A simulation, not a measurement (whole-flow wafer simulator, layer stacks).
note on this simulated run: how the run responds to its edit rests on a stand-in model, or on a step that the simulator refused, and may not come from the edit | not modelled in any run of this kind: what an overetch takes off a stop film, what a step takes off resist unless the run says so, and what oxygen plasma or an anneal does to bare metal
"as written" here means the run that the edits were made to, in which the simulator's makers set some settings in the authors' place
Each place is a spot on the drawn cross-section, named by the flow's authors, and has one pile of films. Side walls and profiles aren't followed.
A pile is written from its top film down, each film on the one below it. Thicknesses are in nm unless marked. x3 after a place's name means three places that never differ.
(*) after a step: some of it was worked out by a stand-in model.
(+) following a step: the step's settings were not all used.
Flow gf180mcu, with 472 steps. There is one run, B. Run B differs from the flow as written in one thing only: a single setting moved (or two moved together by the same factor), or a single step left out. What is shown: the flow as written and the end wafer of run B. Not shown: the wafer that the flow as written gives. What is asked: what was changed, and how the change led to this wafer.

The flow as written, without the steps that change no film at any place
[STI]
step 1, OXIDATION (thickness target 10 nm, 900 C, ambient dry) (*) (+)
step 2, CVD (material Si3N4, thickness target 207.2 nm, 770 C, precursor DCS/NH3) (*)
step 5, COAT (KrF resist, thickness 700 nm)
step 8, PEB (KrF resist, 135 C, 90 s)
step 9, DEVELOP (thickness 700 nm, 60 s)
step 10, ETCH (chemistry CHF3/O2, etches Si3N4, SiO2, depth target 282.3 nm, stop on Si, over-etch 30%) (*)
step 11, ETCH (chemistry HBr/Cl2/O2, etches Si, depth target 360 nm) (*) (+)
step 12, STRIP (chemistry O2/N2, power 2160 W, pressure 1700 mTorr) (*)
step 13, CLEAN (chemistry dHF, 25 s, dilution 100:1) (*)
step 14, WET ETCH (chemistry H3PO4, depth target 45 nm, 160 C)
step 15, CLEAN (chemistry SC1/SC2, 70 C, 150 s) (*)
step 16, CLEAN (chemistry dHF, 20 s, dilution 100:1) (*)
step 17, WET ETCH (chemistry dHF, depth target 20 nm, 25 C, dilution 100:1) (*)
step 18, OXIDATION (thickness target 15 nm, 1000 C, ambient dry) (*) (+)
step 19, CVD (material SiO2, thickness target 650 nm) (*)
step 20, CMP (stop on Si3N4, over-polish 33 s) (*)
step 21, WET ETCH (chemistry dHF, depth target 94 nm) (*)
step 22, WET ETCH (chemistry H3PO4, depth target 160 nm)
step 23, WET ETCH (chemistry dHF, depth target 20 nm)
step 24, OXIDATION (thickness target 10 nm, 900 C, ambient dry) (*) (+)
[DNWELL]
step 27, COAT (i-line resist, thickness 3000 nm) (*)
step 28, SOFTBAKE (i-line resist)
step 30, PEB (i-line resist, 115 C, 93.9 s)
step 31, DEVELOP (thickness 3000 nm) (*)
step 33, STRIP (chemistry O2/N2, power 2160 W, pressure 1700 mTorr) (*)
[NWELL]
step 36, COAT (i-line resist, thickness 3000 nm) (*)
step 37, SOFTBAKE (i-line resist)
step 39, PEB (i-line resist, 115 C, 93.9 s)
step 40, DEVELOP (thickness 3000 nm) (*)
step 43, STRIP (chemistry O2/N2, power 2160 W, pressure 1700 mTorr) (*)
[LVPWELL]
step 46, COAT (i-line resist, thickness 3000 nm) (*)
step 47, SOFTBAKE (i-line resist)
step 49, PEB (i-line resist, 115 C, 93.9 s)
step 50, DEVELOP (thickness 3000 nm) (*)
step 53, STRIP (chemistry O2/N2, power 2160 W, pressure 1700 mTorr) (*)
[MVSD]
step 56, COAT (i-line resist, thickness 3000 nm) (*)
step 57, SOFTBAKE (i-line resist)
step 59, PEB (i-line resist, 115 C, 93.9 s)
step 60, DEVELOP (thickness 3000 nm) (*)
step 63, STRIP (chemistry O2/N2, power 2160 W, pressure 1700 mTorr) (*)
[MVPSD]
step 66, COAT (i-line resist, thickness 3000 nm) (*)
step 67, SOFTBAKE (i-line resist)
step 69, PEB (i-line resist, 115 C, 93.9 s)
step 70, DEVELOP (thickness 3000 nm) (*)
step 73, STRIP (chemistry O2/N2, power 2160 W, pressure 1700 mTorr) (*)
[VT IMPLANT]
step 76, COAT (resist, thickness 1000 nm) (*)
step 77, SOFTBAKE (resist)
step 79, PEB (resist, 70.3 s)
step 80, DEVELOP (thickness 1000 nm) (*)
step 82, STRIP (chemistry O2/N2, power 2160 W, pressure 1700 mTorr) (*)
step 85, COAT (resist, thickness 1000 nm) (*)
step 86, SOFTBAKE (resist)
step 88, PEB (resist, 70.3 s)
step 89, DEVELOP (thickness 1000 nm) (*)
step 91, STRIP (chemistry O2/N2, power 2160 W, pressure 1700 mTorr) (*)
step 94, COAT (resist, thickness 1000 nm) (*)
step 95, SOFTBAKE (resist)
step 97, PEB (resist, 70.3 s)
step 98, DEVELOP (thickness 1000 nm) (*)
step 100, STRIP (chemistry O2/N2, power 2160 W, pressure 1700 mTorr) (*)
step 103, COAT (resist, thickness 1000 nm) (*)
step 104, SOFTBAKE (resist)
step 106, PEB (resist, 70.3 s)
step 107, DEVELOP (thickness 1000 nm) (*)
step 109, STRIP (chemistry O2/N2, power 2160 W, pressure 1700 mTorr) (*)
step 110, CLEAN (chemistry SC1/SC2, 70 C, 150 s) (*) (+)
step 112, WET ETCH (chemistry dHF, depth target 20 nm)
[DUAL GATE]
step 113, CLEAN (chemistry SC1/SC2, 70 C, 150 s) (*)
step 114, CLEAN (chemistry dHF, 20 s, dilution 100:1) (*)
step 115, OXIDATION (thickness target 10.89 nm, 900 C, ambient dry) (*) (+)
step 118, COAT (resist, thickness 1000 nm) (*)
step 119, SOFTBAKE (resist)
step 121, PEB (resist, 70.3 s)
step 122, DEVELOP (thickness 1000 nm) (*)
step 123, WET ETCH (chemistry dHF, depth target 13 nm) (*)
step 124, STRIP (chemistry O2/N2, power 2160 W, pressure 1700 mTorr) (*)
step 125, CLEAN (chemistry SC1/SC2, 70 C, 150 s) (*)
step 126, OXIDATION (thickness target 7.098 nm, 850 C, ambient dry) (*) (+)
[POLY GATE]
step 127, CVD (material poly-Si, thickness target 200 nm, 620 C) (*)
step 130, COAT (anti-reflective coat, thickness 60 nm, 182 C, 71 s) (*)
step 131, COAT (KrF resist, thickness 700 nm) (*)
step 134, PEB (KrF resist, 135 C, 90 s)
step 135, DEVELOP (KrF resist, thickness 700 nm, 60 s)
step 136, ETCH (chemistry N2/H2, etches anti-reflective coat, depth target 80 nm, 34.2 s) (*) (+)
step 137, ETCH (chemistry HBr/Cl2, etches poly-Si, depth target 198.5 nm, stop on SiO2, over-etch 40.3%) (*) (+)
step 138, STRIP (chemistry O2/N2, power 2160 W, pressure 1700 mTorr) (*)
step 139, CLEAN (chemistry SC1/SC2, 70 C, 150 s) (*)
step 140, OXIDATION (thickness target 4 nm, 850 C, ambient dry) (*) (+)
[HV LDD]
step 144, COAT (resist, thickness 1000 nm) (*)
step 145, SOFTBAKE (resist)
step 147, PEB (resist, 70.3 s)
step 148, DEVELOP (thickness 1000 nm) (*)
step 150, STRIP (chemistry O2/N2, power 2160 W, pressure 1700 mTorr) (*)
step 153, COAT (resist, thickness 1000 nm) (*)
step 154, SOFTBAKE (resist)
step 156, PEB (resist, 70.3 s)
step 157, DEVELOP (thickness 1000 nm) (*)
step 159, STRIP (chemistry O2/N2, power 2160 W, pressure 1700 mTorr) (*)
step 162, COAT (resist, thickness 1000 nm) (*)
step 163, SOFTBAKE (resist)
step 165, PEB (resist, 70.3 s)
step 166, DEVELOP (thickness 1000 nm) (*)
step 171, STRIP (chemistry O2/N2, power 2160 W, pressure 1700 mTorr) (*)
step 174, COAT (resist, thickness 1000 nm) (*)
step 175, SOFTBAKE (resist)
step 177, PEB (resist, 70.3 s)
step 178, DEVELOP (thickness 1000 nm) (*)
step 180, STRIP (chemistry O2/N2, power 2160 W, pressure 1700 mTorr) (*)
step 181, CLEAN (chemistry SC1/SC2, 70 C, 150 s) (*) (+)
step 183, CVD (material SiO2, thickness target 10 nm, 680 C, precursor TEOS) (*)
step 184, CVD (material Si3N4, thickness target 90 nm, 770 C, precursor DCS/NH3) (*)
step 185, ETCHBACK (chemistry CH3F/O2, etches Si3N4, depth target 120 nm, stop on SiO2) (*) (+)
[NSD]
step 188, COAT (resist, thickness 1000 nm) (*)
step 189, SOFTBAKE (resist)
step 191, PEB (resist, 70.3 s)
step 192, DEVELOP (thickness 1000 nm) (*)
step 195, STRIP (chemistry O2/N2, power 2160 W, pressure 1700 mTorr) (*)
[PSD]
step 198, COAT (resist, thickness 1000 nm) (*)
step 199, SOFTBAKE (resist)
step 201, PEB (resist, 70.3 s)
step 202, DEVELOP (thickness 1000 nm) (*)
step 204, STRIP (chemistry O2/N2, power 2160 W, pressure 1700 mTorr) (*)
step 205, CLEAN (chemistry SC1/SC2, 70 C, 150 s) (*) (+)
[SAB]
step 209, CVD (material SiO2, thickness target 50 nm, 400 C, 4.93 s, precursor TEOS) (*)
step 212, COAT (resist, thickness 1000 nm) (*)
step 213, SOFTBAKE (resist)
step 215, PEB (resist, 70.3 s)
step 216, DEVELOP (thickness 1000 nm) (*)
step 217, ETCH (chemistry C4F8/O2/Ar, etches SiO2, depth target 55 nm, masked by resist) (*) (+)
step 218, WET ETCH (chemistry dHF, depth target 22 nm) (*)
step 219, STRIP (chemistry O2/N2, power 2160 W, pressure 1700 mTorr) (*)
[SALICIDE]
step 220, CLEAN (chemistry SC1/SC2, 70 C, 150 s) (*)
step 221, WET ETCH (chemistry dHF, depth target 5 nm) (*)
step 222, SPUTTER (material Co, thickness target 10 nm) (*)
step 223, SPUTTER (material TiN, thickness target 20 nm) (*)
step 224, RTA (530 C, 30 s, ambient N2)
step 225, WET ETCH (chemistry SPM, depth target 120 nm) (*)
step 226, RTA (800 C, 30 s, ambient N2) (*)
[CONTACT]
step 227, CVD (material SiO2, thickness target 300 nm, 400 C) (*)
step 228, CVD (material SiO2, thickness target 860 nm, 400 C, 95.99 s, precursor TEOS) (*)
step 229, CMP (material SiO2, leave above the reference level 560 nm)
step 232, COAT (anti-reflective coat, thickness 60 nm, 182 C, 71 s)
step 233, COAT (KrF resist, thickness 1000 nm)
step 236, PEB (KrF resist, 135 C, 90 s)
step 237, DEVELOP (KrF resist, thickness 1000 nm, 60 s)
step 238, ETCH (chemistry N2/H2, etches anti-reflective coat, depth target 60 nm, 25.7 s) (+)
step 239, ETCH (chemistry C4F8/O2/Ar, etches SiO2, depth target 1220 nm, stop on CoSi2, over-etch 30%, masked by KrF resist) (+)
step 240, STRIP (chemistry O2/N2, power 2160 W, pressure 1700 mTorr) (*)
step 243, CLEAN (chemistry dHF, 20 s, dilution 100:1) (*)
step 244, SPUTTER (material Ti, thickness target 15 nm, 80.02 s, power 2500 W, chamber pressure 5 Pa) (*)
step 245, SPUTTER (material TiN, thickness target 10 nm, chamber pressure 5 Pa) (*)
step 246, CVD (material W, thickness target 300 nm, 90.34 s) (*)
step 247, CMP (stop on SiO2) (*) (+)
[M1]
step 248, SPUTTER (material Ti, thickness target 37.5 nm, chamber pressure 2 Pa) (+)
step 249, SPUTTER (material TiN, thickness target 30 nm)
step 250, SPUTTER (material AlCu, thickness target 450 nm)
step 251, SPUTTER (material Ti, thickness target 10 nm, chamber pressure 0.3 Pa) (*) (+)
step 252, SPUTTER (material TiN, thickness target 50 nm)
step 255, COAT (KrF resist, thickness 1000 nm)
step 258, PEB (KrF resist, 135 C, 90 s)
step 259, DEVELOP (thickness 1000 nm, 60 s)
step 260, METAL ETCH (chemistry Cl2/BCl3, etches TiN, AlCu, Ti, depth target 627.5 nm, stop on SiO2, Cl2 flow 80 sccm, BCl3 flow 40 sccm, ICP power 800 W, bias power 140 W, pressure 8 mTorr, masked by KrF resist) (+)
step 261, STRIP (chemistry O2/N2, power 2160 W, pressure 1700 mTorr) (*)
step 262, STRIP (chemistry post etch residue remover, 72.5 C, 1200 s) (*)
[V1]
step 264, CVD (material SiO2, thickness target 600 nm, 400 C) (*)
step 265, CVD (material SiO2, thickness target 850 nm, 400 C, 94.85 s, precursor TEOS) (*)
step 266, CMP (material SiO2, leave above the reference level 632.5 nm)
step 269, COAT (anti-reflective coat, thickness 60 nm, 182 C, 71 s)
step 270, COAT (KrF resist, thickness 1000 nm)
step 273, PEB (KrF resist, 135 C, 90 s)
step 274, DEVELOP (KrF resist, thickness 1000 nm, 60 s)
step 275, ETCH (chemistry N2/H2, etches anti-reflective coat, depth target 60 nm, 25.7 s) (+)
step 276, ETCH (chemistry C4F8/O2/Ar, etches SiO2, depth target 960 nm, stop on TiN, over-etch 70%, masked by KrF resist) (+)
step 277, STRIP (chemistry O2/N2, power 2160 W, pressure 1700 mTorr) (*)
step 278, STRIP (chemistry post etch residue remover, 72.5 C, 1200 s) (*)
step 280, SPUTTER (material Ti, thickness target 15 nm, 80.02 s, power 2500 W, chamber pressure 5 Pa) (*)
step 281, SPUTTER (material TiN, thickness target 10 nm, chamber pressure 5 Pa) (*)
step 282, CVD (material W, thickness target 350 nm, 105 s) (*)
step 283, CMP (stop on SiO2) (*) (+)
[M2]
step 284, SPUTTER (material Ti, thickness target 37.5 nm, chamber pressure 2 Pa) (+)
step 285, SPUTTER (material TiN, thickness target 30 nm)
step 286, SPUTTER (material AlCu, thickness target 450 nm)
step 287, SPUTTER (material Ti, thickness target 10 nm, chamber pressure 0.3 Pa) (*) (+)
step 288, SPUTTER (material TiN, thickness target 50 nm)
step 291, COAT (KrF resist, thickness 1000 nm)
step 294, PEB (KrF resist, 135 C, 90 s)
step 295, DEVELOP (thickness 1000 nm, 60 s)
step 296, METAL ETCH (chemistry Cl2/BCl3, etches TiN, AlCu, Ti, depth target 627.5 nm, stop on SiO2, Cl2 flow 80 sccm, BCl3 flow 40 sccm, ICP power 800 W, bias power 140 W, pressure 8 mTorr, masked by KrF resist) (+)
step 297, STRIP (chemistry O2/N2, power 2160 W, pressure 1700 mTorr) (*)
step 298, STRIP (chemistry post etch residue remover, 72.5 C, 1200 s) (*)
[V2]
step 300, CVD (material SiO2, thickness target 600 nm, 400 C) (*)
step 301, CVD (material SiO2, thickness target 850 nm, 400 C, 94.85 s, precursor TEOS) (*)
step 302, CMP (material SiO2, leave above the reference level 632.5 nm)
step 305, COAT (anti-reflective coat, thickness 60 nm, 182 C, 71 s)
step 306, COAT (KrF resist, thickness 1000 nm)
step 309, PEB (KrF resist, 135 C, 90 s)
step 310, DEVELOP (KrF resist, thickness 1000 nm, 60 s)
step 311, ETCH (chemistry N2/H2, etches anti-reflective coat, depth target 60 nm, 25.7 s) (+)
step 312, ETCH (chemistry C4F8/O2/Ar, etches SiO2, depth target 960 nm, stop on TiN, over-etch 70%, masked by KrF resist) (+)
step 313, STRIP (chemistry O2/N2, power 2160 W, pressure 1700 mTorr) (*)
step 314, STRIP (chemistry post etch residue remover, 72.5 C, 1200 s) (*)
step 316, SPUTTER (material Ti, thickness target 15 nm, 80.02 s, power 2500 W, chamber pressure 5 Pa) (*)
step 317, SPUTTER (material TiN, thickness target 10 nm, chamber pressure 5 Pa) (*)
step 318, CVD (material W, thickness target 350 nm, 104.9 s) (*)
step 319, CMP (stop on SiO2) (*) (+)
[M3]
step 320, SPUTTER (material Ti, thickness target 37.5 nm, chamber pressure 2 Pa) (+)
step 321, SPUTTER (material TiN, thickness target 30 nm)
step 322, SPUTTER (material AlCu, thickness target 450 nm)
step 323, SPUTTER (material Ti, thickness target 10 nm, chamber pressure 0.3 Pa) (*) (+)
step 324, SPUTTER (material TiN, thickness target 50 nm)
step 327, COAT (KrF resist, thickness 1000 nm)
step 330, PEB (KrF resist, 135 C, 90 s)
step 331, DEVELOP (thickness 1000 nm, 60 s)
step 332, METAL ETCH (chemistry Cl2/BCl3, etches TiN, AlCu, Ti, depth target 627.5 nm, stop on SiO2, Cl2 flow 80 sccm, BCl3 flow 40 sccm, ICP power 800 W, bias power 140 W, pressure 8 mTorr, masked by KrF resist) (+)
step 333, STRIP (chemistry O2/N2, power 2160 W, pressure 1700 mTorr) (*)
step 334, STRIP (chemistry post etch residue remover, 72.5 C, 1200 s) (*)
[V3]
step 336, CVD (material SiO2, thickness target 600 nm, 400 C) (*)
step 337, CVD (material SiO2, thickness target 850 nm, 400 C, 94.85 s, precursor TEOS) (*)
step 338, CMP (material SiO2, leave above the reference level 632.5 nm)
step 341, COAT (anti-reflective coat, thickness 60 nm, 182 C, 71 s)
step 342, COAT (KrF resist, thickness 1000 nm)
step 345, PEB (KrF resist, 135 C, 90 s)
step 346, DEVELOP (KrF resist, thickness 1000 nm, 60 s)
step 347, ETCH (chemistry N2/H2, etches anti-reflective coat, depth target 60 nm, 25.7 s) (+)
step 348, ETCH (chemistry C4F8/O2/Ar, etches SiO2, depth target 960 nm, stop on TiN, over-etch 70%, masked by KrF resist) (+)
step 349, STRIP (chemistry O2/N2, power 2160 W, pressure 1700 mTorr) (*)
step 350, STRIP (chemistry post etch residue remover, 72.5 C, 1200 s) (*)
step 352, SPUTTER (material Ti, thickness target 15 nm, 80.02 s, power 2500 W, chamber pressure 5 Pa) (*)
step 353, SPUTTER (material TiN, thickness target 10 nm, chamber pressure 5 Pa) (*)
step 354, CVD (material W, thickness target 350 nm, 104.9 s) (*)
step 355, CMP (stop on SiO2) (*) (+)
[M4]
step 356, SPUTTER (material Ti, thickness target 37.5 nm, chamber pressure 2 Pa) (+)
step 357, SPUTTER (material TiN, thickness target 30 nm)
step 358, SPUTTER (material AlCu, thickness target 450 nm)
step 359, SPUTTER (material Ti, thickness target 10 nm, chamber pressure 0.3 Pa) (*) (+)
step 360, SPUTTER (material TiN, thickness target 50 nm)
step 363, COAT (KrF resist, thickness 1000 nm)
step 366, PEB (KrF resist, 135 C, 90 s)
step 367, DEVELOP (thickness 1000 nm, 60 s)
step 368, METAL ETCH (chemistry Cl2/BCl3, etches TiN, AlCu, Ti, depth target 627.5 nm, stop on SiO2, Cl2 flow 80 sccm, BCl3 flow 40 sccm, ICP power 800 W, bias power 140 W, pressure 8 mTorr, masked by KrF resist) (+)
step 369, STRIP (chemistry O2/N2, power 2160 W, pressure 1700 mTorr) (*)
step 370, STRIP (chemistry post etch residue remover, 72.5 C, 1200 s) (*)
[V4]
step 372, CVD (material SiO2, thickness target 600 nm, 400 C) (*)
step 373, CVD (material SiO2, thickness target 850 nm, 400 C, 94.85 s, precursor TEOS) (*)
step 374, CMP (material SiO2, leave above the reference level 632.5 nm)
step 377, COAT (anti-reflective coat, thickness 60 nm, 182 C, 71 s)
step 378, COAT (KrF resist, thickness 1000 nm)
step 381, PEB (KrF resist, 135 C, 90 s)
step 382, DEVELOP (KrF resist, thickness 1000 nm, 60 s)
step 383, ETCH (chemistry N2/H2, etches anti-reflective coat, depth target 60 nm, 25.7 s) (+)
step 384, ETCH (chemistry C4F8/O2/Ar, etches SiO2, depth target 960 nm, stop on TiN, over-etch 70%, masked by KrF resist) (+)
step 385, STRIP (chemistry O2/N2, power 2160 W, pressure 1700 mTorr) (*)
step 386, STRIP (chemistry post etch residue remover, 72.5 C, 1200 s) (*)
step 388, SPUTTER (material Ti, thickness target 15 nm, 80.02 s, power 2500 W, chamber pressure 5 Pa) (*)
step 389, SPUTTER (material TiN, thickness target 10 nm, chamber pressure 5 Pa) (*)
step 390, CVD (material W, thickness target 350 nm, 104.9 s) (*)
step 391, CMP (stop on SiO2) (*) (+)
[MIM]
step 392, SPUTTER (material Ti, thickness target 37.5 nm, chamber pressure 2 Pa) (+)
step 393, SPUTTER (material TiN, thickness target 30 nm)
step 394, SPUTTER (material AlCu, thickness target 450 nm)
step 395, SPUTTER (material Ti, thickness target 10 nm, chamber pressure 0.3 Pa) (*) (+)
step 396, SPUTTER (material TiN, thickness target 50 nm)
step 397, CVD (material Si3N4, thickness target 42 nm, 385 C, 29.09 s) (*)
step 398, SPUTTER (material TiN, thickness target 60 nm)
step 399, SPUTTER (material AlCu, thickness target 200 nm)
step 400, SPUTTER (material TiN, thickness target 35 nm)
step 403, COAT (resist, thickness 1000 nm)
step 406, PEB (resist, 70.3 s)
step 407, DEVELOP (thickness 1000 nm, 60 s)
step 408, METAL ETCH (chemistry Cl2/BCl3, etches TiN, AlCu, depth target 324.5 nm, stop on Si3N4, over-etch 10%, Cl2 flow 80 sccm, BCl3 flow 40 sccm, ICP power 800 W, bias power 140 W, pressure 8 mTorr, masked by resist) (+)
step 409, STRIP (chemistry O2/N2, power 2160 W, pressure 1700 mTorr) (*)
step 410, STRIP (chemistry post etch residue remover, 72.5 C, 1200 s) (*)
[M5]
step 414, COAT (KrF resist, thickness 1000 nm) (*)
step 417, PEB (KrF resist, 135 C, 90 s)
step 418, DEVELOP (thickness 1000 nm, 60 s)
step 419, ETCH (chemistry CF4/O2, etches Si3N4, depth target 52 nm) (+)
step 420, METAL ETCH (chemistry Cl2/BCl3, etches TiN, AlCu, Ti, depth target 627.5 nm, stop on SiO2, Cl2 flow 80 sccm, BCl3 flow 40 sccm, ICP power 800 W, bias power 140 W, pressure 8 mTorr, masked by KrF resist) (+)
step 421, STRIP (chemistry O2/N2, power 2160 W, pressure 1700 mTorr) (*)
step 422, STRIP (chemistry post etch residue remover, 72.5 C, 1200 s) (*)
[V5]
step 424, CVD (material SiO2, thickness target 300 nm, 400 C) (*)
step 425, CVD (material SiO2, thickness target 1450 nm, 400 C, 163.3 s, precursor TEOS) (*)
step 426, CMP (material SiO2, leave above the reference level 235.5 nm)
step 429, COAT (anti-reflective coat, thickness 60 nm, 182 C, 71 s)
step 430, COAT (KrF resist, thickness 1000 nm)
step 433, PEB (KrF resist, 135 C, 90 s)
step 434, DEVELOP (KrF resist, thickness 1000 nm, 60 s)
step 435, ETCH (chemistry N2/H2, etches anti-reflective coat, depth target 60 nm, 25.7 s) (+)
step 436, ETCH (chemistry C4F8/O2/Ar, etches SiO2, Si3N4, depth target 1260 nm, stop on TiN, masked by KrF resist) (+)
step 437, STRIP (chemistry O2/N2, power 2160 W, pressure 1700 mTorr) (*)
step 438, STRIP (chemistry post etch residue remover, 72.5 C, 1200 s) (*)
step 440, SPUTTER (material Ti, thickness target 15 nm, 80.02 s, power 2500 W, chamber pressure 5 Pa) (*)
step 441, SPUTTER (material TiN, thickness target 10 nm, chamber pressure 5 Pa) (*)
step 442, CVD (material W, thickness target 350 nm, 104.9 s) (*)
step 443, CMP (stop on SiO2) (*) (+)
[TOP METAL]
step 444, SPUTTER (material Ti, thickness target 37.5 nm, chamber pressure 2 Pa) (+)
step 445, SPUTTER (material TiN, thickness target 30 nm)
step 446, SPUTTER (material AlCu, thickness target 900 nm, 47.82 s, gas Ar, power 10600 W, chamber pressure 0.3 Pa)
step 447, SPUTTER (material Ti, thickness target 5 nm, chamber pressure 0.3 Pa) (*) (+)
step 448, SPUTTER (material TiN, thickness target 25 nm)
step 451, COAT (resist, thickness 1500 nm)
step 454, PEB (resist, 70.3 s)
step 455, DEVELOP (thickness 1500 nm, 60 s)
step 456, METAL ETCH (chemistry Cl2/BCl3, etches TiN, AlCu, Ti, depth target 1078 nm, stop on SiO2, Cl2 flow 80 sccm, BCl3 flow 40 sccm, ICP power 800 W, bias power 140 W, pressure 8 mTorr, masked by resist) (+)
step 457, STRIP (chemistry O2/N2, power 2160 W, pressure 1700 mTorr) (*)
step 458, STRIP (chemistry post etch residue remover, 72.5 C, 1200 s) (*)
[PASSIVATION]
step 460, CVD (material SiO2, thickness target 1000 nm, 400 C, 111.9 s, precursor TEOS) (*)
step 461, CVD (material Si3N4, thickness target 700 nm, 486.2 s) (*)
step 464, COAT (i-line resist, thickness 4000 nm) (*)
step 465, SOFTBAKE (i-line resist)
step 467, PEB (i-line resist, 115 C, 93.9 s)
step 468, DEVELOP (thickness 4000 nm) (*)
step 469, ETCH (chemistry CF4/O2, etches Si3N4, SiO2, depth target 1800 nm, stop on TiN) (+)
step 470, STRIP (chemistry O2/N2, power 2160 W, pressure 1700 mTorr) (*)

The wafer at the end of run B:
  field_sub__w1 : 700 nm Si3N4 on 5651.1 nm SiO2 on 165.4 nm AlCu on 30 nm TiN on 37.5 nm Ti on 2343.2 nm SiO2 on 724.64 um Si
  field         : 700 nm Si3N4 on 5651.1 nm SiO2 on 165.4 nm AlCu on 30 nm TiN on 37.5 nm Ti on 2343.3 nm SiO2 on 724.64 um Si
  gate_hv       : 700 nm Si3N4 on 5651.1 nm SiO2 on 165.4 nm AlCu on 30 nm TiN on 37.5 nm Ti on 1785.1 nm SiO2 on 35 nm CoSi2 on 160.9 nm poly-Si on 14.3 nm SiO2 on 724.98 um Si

What caused this: step 296, METAL ETCH: depth target 338.9 nm was run, though the flow has depth target 627.5 nm.

Step by step, how the change led to this:
  step 296, METAL ETCH (chemistry Cl2/BCl3, etches TiN, AlCu, Ti, depth target 627.5 nm, stop on SiO2, Cl2 flow 80 sccm, BCl3 flow 40 sccm, ICP power 800 W, bias power 140 W, pressure 8 mTorr, masked by KrF resist) (+)
      field, field__w1, field__w2 and 103 more: TiN loses 50 (all of it), Ti loses 10 (all of it), AlCu loses 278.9 (it would be, as written: TiN loses 50 (all of it), Ti loses 10 (all of it), AlCu loses 450 (all of it), TiN loses 30 (all of it), Ti loses 37.5 (all of it))
      field__w8, contact, m1, m1__w1, m1_nw: KrF resist loses 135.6 (it would be, as written: KrF resist loses 251)
  step 297, STRIP (chemistry O2/N2, power 2160 W, pressure 1700 mTorr) (*)
      field__w8, contact, m1, m1__w1, m1_nw: KrF resist loses 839 (all of it) (it would be, as written: KrF resist loses 723.5 (all of it))
  step 298, STRIP (chemistry post etch residue remover, 72.5 C, 1200 s) (*)
      field, field__w1, field__w2 and 103 more: AlCu loses 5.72 (it would be, as written: nothing)
  step 300, CVD (material SiO2, thickness target 600 nm, 400 C) (*)
      field, field__w1, field__w2 and 103 more: SiO2 gains 600 (new film) (it would be, as written: SiO2 gains 600)
  step 302, CMP (material SiO2, leave above the reference level 632.5 nm)
      field, field__w1, field__w2 and 103 more: SiO2 loses 532.9 (it would be, as written: SiO2 loses 300)
With metal films that touch counted as one body, field_sub__w1 has 1 body; the flow as written gives 0 bodies.
With metal films that touch counted as one body, field has 1 body; the flow as written gives 0 bodies.
With metal films that touch counted as one body, gate_hv has 2 bodies (between them, from the top down: SiO2 1785.1); the flow as written gives 1 body.
